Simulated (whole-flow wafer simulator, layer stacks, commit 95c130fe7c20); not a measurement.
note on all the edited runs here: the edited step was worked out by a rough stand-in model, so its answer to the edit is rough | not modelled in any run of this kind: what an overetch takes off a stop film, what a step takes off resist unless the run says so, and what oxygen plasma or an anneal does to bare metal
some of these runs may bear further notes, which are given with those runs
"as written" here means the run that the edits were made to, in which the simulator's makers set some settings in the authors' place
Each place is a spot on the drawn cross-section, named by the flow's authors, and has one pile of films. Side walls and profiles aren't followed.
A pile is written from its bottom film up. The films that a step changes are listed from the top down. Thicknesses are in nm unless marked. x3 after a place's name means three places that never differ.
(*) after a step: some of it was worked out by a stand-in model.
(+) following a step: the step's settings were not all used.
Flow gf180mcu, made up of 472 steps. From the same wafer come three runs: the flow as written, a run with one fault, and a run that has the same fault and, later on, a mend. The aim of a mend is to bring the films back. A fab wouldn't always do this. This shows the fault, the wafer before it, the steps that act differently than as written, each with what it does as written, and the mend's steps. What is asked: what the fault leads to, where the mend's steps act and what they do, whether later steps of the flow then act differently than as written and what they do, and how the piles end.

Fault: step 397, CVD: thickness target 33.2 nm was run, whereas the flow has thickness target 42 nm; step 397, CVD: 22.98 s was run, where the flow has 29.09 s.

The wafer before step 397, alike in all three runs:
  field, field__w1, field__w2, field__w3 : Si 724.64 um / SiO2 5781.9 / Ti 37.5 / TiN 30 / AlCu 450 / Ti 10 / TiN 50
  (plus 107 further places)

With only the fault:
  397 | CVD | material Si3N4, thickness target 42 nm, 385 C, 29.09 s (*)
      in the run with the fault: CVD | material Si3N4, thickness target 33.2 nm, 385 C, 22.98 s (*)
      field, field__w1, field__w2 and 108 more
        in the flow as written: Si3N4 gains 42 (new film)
        in the run with the fault: Si3N4 gains 33.2 (new film)
  Later steps of the flow acting differently than as written (not shown: 6 more steps that differ only slightly, by at most 2% or 0.5 nm, whichever is larger):
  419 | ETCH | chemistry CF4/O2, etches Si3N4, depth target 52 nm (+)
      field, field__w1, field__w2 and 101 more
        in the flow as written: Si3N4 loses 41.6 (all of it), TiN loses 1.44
        in the run with the fault: Si3N4 loses 32.8 (all of it), TiN loses 2.28
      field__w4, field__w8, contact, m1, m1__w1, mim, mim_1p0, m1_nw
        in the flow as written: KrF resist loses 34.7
        in the run with the fault: KrF resist loses 32.8
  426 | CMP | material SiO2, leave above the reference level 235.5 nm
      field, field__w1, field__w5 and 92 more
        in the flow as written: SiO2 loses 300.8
        in the run with the fault: SiO2 loses 309.6
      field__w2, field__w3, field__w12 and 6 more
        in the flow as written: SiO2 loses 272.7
        in the run with the fault: SiO2 loses 281.9
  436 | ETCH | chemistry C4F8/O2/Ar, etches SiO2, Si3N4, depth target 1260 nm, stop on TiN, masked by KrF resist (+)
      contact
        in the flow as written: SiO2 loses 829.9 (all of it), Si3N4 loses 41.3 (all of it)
        in the run with the fault: SiO2 loses 829.9 (all of it), Si3N4 loses 32.5 (all of it)
  At field__w4, field__w8, m1, m1__w1, mim, mim_1p0, m1_nw, the piles at the end differ from the flow's by more than 2% or 0.5 nm, whichever is larger.
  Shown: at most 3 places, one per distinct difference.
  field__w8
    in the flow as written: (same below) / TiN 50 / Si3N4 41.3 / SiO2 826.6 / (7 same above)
    in the run with the fault: (same below) / TiN 50 / Si3N4 32.5 / SiO2 826.6 / (7 same above)
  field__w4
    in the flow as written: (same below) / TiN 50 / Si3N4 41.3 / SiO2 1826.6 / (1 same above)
    in the run with the fault: (same below) / TiN 50 / Si3N4 32.5 / SiO2 1826.6 / (1 same above)
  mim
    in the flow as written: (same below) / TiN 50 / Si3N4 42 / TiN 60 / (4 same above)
    in the run with the fault: (same below) / TiN 50 / Si3N4 33.2 / TiN 60 / (4 same above)

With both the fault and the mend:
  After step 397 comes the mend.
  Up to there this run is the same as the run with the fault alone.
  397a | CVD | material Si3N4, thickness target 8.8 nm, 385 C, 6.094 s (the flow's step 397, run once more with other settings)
      field, field__w1, field__w2 and 108 more
        Si3N4 gains 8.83
  Every later step of the flow that is run acts as written, at every place that is followed, to within 2% or 0.5 nm, whichever is larger.
  At the end the piles are close to the flow's at the places that both follow, differing by at most 2% or 0.5 nm, whichever is larger.
